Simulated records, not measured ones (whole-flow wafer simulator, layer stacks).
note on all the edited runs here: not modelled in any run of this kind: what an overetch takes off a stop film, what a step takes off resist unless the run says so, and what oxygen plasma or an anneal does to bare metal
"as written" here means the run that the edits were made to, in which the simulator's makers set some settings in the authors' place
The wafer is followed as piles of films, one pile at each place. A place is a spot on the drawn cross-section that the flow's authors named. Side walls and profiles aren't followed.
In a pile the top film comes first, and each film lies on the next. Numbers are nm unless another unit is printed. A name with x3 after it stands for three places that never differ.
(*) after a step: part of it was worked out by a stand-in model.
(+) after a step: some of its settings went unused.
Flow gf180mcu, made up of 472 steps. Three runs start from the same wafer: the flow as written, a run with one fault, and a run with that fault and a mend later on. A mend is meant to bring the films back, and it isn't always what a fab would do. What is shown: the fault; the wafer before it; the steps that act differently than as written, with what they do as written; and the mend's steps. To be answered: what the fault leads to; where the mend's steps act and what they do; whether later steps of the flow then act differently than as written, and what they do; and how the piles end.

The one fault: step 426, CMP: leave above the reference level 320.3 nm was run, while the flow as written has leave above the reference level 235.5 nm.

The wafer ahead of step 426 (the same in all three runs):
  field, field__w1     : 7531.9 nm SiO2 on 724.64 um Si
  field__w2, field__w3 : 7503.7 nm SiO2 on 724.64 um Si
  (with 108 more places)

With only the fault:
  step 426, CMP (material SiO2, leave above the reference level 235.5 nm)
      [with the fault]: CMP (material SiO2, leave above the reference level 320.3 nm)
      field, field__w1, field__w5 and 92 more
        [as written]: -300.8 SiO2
        [with the fault]: -216 SiO2
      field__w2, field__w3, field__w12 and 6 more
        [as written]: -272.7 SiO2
        [with the fault]: -187.9 SiO2
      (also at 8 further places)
  Later steps of the flow acting differently than as written (2 more steps, not shown, differ only slightly: by at most 2% or 0.5 nm, whichever is larger):
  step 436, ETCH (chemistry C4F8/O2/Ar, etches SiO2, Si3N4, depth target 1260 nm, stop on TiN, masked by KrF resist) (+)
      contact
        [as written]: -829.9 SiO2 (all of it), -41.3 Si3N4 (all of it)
        [with the fault]: -914.7 SiO2 (all of it), -41.3 Si3N4 (all of it)
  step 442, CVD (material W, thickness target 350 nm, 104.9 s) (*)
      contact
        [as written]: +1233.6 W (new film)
        [with the fault]: +1319 W (new film)
  At field__w4, field__w8, contact, m1, m1__w1, mim, mim_1p0, m1_nw, the piles at the end differ from the flow's by more than 2% or 0.5 nm, whichever is larger.
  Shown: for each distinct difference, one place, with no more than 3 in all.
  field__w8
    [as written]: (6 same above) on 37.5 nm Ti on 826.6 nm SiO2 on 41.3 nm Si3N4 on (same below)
    [with the fault]: (6 same above) on 37.5 nm Ti on 911.4 nm SiO2 on 41.3 nm Si3N4 on (same below)
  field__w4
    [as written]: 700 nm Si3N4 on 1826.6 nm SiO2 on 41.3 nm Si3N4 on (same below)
    [with the fault]: 700 nm Si3N4 on 1911.4 nm SiO2 on 41.3 nm Si3N4 on (same below)
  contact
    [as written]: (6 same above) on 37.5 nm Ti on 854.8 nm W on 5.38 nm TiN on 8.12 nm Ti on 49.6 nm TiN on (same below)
    [with the fault]: (6 same above) on 37.5 nm Ti on 940.2 nm W on 5.12 nm TiN on 7.74 nm Ti on 49.6 nm TiN on (same below)

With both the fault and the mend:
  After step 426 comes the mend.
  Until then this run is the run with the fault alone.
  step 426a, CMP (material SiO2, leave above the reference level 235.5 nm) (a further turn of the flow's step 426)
      field, field__w1, field__w2 and 109 more
        -84.8 SiO2
  Every later step of the flow that is run acts as written at every place that is followed.
  By the end, the piles equal the flow's at every place that both follow.
